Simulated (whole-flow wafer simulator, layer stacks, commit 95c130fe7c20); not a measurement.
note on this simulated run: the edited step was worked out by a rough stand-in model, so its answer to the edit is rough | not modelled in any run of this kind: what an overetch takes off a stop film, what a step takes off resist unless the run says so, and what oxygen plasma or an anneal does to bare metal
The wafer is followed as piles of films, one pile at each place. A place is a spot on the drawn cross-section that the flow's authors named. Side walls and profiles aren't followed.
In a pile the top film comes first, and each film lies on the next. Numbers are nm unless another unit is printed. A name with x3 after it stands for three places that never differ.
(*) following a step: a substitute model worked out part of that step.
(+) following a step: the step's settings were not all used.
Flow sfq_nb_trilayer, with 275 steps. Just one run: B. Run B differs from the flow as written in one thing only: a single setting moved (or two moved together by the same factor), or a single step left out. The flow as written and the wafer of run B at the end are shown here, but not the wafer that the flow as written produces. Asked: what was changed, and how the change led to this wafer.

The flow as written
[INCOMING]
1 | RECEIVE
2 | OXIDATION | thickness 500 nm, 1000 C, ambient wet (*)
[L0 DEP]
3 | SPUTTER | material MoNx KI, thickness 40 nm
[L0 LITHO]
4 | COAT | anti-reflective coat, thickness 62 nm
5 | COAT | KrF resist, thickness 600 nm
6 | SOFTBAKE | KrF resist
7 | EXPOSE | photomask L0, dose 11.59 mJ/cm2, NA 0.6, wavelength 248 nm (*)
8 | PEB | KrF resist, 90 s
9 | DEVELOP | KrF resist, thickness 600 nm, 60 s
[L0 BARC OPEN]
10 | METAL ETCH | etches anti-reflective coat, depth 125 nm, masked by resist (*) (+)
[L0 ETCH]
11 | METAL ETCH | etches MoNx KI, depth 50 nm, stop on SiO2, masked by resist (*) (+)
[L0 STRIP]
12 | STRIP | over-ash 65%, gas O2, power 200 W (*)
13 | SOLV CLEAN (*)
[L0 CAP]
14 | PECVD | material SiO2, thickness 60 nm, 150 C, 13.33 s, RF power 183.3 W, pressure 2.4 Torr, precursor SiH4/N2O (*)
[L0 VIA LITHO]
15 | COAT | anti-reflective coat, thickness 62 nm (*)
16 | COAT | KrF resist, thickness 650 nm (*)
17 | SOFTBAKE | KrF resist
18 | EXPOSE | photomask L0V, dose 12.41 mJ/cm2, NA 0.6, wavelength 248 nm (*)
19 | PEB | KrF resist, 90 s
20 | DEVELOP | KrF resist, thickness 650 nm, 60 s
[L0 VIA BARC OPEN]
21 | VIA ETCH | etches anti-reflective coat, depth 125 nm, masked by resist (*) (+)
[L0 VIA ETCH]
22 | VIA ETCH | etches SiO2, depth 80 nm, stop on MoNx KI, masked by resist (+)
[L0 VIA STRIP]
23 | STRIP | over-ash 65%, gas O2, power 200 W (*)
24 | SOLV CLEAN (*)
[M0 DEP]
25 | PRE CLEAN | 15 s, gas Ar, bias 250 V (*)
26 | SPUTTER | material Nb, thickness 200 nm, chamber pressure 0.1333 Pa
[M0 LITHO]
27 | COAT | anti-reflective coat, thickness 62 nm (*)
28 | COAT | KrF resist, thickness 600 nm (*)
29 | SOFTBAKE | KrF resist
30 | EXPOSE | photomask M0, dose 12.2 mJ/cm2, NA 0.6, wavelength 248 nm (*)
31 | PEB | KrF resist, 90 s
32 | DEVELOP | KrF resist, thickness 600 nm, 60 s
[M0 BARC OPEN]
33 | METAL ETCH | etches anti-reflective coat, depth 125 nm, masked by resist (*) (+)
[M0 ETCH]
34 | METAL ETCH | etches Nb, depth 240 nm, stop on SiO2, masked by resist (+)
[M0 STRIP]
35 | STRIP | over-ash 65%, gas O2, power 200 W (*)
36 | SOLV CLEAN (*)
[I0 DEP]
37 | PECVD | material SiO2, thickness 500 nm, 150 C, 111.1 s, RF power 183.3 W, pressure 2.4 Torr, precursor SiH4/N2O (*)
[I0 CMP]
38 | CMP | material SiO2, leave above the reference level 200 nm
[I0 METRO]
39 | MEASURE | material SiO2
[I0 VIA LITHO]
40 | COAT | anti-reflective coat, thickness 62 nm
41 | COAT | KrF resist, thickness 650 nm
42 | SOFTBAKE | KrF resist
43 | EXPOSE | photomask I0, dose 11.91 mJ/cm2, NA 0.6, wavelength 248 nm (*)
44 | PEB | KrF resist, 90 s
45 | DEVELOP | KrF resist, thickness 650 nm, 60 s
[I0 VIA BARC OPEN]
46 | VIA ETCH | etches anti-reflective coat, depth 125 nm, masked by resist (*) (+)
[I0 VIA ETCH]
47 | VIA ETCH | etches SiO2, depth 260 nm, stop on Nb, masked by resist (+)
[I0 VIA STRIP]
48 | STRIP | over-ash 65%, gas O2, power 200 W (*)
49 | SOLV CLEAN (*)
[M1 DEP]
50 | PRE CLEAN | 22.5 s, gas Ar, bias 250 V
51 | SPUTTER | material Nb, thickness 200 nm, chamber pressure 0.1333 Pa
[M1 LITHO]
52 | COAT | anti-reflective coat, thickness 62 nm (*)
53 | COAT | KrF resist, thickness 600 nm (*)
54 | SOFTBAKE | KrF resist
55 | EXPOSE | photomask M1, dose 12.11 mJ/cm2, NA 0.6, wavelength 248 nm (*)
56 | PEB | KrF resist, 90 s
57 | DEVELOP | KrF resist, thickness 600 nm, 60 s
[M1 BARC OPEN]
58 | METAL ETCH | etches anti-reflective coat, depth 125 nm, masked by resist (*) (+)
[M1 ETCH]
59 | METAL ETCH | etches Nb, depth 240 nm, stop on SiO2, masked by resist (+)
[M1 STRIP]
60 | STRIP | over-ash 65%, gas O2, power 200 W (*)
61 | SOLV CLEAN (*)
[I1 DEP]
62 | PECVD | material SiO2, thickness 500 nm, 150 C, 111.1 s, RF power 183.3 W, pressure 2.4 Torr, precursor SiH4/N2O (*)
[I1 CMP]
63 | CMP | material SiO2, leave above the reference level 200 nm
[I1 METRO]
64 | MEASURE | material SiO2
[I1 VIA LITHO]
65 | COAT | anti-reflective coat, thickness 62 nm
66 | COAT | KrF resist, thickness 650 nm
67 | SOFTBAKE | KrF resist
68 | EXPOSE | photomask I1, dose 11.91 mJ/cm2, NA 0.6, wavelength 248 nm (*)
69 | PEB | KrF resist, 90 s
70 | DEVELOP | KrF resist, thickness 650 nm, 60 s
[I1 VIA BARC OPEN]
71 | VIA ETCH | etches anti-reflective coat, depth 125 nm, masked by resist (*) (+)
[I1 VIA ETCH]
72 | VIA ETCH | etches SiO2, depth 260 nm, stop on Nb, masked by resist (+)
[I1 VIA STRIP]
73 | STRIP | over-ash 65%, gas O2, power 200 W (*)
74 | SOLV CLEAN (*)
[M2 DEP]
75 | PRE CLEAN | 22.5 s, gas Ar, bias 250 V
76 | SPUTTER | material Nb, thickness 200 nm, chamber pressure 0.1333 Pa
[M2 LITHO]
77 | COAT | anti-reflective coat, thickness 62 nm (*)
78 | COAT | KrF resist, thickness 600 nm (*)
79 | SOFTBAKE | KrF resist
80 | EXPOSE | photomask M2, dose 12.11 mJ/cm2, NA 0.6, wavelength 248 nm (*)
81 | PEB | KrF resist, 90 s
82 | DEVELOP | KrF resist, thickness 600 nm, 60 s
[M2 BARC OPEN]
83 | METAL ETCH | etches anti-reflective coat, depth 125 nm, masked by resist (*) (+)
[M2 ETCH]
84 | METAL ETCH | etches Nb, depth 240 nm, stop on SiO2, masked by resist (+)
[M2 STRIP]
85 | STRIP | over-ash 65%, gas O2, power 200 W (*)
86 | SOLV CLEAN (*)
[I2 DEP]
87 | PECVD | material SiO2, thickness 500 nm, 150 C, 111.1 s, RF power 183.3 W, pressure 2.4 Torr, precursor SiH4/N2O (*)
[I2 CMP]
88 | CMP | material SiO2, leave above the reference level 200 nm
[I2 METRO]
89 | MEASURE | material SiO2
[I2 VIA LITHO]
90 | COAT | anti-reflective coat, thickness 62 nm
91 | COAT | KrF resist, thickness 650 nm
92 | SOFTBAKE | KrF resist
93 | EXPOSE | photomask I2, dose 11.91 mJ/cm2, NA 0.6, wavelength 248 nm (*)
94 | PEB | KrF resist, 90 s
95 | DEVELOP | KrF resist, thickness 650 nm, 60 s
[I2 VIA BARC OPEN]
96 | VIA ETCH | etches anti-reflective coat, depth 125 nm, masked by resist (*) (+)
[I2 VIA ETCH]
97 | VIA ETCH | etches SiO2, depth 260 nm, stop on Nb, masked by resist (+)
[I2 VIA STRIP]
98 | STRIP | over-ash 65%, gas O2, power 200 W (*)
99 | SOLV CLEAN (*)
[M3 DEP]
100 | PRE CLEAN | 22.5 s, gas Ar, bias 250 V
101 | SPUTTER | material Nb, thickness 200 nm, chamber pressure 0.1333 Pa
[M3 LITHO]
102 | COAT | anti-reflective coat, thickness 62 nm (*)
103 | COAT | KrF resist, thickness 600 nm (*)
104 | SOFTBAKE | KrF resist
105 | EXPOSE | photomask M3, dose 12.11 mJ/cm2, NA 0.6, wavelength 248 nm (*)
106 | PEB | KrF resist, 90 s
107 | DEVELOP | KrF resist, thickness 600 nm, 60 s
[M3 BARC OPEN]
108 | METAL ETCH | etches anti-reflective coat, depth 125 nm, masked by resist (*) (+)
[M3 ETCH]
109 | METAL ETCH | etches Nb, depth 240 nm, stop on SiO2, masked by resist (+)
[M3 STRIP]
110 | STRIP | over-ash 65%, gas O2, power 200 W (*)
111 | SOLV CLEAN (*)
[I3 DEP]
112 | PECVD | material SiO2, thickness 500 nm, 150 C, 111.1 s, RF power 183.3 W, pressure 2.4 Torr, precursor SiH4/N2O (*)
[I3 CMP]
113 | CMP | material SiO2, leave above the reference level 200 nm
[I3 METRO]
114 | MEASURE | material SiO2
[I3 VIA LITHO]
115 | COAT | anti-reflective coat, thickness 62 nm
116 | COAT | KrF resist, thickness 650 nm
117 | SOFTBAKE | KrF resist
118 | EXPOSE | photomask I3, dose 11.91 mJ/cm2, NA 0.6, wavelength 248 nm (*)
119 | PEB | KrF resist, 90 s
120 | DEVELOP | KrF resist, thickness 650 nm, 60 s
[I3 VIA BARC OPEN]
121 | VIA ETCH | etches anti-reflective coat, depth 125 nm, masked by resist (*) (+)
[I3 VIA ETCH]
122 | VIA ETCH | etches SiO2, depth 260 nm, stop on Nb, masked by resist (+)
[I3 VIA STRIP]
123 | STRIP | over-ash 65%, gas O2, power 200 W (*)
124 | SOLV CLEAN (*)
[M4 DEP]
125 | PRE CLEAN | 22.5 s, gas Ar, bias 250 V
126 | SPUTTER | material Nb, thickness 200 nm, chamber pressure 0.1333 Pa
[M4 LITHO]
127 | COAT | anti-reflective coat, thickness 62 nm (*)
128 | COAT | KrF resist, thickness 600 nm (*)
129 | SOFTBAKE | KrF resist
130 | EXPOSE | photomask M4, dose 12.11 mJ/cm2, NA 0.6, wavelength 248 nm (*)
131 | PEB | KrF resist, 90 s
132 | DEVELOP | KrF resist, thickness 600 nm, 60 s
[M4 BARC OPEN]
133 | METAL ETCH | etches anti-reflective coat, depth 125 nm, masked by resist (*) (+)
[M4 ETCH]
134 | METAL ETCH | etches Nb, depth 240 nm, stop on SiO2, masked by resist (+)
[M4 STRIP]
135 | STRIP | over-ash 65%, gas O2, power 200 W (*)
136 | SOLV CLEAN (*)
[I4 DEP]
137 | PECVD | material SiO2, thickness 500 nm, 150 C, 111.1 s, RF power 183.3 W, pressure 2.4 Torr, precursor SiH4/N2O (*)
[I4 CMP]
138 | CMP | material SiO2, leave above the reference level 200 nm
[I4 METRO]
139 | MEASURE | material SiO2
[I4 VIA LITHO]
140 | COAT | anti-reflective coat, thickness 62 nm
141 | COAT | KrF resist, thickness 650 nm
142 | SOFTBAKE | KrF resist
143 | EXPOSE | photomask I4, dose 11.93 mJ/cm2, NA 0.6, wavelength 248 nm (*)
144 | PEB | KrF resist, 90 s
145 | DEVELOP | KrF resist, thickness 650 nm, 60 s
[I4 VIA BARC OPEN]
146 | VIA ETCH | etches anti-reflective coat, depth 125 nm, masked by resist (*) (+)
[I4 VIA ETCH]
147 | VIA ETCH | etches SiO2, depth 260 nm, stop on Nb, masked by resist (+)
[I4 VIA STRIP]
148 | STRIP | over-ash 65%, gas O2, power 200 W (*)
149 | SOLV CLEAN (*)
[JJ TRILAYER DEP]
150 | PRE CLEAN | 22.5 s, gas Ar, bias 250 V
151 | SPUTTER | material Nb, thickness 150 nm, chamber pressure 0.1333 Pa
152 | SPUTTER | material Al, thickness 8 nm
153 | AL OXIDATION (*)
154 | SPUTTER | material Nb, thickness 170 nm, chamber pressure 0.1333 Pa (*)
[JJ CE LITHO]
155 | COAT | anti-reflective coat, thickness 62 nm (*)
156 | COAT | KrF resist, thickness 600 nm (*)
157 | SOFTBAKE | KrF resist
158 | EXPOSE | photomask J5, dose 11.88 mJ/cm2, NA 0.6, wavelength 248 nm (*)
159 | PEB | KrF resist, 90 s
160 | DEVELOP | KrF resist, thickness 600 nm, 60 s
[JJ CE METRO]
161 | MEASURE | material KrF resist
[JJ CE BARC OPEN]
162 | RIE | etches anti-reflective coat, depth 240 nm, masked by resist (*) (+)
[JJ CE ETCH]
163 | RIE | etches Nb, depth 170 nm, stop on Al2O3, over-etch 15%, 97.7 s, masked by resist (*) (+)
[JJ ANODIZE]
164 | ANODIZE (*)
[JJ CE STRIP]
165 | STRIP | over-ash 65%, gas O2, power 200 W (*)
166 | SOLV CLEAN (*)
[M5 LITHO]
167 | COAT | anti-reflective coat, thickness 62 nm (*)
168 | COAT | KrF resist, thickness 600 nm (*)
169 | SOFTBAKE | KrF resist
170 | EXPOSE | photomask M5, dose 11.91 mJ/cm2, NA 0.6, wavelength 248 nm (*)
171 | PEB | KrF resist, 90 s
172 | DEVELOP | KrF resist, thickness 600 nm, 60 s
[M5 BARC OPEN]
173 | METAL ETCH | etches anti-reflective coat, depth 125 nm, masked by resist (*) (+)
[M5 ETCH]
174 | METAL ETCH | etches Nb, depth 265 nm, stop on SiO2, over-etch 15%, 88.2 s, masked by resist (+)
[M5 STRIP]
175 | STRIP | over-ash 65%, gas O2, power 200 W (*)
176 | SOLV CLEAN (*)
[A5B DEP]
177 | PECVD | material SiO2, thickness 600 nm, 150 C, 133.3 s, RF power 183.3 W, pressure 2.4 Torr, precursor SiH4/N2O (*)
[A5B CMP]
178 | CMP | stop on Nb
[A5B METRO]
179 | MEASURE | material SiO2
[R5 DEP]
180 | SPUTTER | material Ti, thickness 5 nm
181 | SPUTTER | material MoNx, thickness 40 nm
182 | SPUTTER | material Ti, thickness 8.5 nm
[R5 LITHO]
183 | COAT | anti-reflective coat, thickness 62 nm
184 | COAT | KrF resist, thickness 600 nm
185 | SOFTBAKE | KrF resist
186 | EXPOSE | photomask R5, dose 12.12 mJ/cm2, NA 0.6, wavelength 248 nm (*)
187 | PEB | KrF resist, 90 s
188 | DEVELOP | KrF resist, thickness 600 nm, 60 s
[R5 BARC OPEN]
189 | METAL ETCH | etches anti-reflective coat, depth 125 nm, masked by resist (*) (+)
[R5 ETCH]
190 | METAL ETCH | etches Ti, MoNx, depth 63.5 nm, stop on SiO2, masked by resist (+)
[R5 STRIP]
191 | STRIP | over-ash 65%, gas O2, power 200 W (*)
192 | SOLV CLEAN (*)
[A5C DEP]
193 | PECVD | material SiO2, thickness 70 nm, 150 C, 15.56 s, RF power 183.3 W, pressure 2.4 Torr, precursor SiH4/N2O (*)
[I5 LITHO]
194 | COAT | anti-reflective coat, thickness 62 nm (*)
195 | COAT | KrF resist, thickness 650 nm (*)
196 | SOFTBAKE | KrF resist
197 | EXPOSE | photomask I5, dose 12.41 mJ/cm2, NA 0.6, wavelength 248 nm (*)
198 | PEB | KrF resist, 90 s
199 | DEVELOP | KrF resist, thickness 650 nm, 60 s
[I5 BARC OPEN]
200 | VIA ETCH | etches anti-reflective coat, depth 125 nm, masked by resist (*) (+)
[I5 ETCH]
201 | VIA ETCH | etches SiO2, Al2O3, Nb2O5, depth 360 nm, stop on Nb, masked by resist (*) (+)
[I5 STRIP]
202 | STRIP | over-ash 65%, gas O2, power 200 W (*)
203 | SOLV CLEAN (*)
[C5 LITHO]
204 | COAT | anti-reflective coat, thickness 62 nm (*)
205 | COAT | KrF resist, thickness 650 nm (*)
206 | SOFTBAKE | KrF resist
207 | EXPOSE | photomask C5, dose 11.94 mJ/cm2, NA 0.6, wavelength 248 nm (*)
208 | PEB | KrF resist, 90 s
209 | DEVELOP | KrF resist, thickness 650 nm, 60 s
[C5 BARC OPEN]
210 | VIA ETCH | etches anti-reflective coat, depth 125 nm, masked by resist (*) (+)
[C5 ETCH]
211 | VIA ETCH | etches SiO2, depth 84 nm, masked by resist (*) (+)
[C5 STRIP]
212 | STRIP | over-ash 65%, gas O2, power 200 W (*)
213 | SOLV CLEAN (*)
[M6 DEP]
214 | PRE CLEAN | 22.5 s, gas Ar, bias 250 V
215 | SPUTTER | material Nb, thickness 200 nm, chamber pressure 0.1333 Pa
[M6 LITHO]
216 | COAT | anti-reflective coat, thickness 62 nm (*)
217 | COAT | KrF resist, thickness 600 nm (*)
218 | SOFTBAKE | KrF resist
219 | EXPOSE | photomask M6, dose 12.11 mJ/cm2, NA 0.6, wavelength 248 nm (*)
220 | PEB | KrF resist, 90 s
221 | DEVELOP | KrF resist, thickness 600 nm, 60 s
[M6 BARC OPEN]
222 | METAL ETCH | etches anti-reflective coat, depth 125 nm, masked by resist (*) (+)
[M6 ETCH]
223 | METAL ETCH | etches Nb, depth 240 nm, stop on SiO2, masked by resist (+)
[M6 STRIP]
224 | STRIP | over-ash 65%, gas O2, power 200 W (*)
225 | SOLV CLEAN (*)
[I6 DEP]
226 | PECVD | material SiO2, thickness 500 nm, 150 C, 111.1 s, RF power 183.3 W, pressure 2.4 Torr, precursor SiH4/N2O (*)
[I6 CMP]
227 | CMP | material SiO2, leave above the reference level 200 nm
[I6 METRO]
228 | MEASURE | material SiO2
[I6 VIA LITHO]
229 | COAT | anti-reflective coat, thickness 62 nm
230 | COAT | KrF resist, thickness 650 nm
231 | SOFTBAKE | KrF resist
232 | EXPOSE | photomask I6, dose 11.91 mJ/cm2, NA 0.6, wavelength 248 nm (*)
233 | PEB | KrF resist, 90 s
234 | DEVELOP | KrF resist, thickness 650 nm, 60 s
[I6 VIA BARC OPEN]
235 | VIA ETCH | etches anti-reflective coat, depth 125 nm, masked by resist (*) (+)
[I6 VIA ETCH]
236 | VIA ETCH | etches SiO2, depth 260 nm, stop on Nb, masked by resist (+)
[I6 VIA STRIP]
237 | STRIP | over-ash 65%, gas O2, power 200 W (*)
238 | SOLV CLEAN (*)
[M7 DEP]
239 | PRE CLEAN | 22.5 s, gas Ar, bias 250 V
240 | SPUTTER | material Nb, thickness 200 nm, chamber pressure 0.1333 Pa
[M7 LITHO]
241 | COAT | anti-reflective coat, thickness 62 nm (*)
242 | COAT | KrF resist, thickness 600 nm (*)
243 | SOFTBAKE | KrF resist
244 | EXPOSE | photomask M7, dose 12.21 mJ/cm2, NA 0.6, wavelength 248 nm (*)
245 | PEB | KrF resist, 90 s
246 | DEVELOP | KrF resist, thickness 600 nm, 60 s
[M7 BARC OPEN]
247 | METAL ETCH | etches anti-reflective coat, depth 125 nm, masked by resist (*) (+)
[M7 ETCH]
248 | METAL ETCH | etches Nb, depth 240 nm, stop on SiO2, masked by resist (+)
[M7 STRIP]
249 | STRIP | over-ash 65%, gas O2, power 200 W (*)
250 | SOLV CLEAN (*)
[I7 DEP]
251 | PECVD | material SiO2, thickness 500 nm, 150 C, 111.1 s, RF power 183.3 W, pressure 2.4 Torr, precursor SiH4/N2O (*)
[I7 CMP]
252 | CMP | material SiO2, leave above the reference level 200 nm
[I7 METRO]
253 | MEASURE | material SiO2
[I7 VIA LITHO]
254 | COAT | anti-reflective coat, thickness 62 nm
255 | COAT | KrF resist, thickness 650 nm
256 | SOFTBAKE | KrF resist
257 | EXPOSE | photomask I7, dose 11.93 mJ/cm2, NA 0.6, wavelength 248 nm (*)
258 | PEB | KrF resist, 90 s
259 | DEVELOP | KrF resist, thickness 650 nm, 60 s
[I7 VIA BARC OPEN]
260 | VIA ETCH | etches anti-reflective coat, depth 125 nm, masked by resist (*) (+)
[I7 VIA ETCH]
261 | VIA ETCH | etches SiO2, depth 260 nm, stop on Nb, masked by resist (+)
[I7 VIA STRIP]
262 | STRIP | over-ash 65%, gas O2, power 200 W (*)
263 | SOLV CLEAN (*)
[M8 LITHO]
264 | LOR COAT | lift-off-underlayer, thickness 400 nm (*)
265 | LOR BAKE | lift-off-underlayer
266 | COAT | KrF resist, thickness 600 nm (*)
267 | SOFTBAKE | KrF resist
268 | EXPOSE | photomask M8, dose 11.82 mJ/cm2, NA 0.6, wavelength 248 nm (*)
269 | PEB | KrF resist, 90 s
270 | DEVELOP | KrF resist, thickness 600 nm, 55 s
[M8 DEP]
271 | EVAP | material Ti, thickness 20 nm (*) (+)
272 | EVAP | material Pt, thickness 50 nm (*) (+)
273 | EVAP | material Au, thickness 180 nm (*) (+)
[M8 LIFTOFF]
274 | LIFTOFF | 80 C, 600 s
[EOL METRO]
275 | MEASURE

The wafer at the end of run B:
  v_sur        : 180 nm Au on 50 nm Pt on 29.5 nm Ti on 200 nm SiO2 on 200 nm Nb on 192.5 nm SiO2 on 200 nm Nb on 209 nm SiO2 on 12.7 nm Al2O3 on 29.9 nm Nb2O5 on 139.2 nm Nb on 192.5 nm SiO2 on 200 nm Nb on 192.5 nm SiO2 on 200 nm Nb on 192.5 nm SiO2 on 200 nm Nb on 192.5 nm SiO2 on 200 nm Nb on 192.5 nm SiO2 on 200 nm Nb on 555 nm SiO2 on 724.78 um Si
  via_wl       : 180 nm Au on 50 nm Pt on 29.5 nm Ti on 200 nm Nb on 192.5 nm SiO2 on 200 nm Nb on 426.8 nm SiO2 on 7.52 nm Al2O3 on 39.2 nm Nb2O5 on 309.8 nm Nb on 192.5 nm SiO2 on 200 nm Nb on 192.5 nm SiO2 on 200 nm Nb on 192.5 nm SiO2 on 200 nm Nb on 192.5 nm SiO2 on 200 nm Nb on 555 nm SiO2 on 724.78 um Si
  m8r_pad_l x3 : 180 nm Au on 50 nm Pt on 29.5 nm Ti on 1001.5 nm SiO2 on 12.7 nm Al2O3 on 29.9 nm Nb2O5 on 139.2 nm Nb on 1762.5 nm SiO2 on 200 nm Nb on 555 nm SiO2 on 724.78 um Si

The reason: step 271, EVAP: thickness 29.5 nm was run, whereas the flow has thickness 20 nm.
The wafer itself shows it: v_sur has Ti 29.5, and step 271 as written asks for 20 nm.

The path from the change to this, step by step:
  271 | EVAP | material Ti, thickness 20 nm (*) (+)
      field_l, v_sur, via_wl and 103 more: +29.5 Ti (new film) (it would be, as written: +20 Ti (new film))
  274 | LIFTOFF | 80 C, 600 s
      p4_fl x3, p4_w1 x9, p4_g1 x2 and 60 more: -180 Au (all of it), -50 Pt (all of it), -29.5 Ti (all of it), -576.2 KrF resist (all of it), -400 lift-off-underlayer (all of it) (it would be, as written: -180 Au (all of it), -50 Pt (all of it), -20 Ti (all of it), -576.2 KrF resist (all of it), -400 lift-off-underlayer (all of it))
      c5j, ce_r: -180 Au (all of it), -50 Pt (all of it), -29.5 Ti (all of it), -573.3 KrF resist (all of it), -399.3 lift-off-underlayer (all of it) (it would be, as written: -180 Au (all of it), -50 Pt (all of it), -20 Ti (all of it), -573.3 KrF resist (all of it), -399.3 lift-off-underlayer (all of it))
      (also at 19 further places)
